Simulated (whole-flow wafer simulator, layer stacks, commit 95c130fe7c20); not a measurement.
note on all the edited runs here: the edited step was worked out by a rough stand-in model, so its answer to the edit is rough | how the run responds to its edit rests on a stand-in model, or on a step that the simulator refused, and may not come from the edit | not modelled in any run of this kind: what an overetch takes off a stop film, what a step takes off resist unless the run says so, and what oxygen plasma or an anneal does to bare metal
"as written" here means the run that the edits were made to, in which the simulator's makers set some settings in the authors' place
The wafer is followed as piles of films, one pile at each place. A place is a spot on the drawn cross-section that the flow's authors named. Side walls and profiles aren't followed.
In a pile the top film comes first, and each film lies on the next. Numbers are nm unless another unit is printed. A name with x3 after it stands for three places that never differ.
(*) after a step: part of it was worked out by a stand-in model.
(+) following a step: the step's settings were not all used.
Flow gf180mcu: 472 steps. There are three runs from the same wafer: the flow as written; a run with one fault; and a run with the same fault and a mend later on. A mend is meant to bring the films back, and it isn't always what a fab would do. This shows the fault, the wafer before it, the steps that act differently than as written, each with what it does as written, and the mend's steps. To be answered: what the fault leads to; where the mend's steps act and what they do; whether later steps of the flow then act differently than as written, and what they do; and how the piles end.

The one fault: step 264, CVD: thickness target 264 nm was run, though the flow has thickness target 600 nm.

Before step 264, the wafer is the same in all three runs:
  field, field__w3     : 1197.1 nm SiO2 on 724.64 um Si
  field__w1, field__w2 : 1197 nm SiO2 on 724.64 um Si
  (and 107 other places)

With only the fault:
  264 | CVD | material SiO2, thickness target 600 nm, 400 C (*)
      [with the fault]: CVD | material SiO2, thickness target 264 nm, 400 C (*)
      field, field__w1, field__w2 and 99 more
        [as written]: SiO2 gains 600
        [with the fault]: SiO2 gains 264
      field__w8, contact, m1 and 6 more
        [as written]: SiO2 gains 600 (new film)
        [with the fault]: SiO2 gains 264 (new film)
  Later steps of the flow acting differently than as written (9 more steps, not shown, differ only slightly: by at most 2% or 0.5 nm, whichever is larger):
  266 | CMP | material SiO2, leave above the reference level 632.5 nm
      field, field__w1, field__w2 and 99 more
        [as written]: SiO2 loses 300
        [with the fault]: nothing
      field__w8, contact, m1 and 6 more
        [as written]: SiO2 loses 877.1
        [with the fault]: SiO2 loses 541.1
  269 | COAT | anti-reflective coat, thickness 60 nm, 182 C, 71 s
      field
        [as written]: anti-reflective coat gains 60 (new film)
        [with the fault]: anti-reflective coat gains 74.3 (new film)
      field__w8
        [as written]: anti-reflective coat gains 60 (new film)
        [with the fault]: anti-reflective coat gains 39.5 (new film)
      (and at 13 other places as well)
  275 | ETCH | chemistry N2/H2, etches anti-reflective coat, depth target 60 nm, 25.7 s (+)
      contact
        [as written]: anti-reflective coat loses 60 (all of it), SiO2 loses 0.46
        [with the fault]: anti-reflective coat loses 40.3 (all of it), SiO2 loses 0.97
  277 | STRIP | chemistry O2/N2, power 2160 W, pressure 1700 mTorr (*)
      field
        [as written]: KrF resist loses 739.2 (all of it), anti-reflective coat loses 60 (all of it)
        [with the fault]: KrF resist loses 732 (all of it), anti-reflective coat loses 74.3 (all of it)
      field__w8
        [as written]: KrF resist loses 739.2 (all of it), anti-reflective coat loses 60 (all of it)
        [with the fault]: KrF resist loses 735.8 (all of it), anti-reflective coat loses 39.5 (all of it)
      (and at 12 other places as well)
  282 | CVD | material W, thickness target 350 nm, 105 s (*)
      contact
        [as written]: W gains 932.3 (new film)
        [with the fault]: W gains 895.9 (new film)
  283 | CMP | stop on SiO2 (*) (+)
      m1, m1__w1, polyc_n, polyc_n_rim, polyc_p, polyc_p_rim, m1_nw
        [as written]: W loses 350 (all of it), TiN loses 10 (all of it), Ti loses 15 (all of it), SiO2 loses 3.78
        [with the fault]: W loses 350 (all of it), TiN loses 10 (all of it), Ti loses 15 (all of it), SiO2 loses 5.21
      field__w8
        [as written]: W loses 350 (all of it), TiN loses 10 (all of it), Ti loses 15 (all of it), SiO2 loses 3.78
        [with the fault]: W loses 350 (all of it), TiN loses 10 (all of it), Ti loses 15 (all of it), SiO2 loses 5.22
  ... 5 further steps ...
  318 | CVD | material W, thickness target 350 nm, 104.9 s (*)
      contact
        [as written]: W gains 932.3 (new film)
        [with the fault]: W gains 967.2 (new film)
  The piles end different from the flow's at contact by more than 2% or 0.5 nm, whichever is larger.
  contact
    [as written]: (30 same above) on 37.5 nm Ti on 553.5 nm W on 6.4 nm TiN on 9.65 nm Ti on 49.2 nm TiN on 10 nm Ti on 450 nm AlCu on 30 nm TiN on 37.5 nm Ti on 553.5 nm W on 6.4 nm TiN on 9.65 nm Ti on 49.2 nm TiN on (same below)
    [with the fault]: (30 same above) on 37.5 nm Ti on 588.4 nm W on 6.28 nm TiN on 9.46 nm Ti on 49.2 nm TiN on 10 nm Ti on 450 nm AlCu on 30 nm TiN on 37.5 nm Ti on 517.1 nm W on 6.54 nm TiN on 9.86 nm Ti on 49.2 nm TiN on (same below)

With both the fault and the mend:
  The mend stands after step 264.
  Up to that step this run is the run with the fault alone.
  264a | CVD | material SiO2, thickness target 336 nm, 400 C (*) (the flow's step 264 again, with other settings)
      field, field__w1, field__w2 and 108 more
        SiO2 gains 336
  Later steps of the flow that are run all act as written at every place that is followed.
  By the end, the piles equal the flow's at every place that both follow.
